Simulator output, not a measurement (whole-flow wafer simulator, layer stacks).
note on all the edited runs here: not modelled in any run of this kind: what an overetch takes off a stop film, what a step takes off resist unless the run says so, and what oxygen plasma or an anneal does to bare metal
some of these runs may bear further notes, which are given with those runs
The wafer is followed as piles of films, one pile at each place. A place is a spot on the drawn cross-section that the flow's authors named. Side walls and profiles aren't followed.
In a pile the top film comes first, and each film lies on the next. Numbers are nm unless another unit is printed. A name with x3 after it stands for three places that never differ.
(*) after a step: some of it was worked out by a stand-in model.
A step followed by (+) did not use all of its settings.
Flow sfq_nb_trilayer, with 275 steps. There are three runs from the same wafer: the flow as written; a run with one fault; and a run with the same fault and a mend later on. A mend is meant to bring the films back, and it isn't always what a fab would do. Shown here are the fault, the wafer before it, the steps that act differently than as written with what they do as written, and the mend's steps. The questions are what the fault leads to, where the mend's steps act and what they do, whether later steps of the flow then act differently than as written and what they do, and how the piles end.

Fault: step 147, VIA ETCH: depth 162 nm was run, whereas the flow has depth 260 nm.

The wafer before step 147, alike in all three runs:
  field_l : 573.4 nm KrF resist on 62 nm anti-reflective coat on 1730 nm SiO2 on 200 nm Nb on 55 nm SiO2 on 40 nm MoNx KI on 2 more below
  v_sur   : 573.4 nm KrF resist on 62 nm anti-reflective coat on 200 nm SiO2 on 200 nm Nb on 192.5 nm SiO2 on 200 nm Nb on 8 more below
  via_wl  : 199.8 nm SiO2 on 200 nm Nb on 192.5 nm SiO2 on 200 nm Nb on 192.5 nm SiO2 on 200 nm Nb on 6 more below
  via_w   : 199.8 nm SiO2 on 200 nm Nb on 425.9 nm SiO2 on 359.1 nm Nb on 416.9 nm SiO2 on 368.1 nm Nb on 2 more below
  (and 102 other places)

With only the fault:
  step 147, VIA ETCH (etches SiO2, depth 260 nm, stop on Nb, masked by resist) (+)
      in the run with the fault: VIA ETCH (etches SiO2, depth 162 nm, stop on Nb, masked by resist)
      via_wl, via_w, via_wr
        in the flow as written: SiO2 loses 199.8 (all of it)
        in the run with the fault: SiO2 loses 162
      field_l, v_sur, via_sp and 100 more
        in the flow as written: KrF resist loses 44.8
        in the run with the fault: KrF resist loses 27.9
  Steps later in the flow that act otherwise than as written (not shown: 5 more steps that differ only slightly, by at most 2% or 0.5 nm, whichever is larger):
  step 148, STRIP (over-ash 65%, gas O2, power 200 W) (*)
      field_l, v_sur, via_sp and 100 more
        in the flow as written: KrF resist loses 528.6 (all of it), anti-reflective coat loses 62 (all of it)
        in the run with the fault: KrF resist loses 545.5 (all of it), anti-reflective coat loses 62 (all of it)
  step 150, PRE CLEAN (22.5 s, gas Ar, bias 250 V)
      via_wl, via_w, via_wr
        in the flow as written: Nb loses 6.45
        in the run with the fault: SiO2 loses 7.5
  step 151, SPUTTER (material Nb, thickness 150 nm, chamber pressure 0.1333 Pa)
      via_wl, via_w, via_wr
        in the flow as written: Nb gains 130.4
        in the run with the fault: Nb gains 134.7 (new film)
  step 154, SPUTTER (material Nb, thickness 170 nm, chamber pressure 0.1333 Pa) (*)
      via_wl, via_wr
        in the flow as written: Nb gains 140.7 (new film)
        in the run with the fault: Nb gains 147.1 (new film)
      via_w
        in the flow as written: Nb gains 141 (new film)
        in the run with the fault: Nb gains 147.4 (new film)
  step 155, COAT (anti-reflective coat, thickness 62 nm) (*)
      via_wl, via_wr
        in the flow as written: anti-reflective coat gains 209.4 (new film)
        in the run with the fault: anti-reflective coat gains 174 (new film)
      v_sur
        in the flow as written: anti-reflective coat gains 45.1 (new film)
        in the run with the fault: anti-reflective coat gains 46.7 (new film)
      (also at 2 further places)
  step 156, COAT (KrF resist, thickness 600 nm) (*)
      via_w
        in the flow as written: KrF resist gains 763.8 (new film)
        in the run with the fault: KrF resist gains 728.8 (new film)
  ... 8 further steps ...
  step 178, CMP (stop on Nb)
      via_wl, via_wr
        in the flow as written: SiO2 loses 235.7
        in the run with the fault: SiO2 loses 276.7
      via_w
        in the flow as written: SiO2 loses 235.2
        in the run with the fault: SiO2 loses 276.2
  At via_wl, via_w, via_wr, the piles at the end differ from the flow's by more than 2% or 0.5 nm, whichever is larger.
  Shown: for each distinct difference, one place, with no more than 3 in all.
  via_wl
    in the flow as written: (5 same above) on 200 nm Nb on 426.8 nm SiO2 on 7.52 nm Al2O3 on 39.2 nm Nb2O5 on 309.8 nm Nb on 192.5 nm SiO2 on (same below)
    in the run with the fault: (5 same above) on 200 nm Nb on 385.8 nm SiO2 on 7.64 nm Al2O3 on 39 nm Nb2O5 on 120.6 nm Nb on 30.3 nm SiO2 on 200 nm Nb on 192.5 nm SiO2 on (same below)
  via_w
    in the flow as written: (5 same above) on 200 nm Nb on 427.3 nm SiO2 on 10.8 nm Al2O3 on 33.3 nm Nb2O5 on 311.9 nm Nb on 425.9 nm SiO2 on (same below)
    in the run with the fault: (5 same above) on 200 nm Nb on 386.3 nm SiO2 on 11.2 nm Al2O3 on 32.6 nm Nb2O5 on 122.9 nm Nb on 30.3 nm SiO2 on 200 nm Nb on 425.9 nm SiO2 on (same below)

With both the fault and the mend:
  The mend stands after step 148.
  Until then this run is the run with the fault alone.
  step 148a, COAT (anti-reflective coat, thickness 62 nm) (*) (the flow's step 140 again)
      p4_fl x3, p4_w1 x9, p4_g1 x2 and 63 more
        anti-reflective coat gains 62 (new film)
      be_r, r_sur, res and 6 more
        anti-reflective coat gains 61.7 (new film)
      jj_sur, ce_l, c5j, ce_r, sp_r
        anti-reflective coat gains 61.6 (new film)
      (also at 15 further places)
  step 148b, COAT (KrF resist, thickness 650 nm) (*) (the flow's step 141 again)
      p4_fl x3, p4_w1 x9, p4_g1 x2 and 63 more
        KrF resist gains 650 (new film)
      r_end, moat, field_r, lsp_l, ln_m5, lsp_r, l0_sur
        KrF resist gains 649.4 (new film)
      r_sur, res, l0v
        KrF resist gains 649.3 (new film)
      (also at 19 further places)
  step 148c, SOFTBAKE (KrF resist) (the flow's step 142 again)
      alters no film at any place that is followed
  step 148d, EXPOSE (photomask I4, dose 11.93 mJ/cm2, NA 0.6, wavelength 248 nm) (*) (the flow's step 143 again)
      alters no film at any place that is followed
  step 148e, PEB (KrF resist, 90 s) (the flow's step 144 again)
      ce_l, c5j, ce_r and 91 more
        KrF resist loses 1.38
      v_sur, wire, be, be_sur, gap, jj_sur
        KrF resist loses 1.37
      field_l, via_sp, via_v
        KrF resist loses 1.36
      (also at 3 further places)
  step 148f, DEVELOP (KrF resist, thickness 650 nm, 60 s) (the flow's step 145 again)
      field_l, v_sur, via_sp and 100 more
        KrF resist loses 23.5
      via_wl
        KrF resist loses 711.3 (all of it)
      via_w
        KrF resist loses 757 (all of it)
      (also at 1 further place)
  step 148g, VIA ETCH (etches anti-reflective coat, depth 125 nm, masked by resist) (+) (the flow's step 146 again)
      field_l, v_sur, via_sp and 100 more
        KrF resist loses 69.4
      via_wl, via_wr
        anti-reflective coat loses 125
      via_w
        anti-reflective coat loses 82.3 (all of it), SiO2 loses 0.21
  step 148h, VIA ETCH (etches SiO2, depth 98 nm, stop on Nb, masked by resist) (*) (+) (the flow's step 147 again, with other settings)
      field_l, v_sur, via_sp and 100 more
        KrF resist loses 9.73
      via_wl
        anti-reflective coat loses 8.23 (all of it), SiO2 loses 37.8 (all of it)
      via_w
        SiO2 loses 37.6 (all of it)
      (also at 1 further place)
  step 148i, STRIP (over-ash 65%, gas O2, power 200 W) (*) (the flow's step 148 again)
      p4_fl x3, p4_w1 x9, p4_g1 x2 and 63 more
        KrF resist loses 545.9 (all of it), anti-reflective coat loses 62 (all of it)
      res, r_end, moat, field_r
        KrF resist loses 545.3 (all of it), anti-reflective coat loses 61.7 (all of it)
      lsp_l, ln_m5, lsp_m
        KrF resist loses 545.4 (all of it), anti-reflective coat loses 61.7 (all of it)
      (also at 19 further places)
  None of the later steps of the flow differs from how it acts as written, at any place that is followed, by more than 2% or 0.5 nm, whichever is larger.
  At every place that both follow, the piles at the end match the flow's.
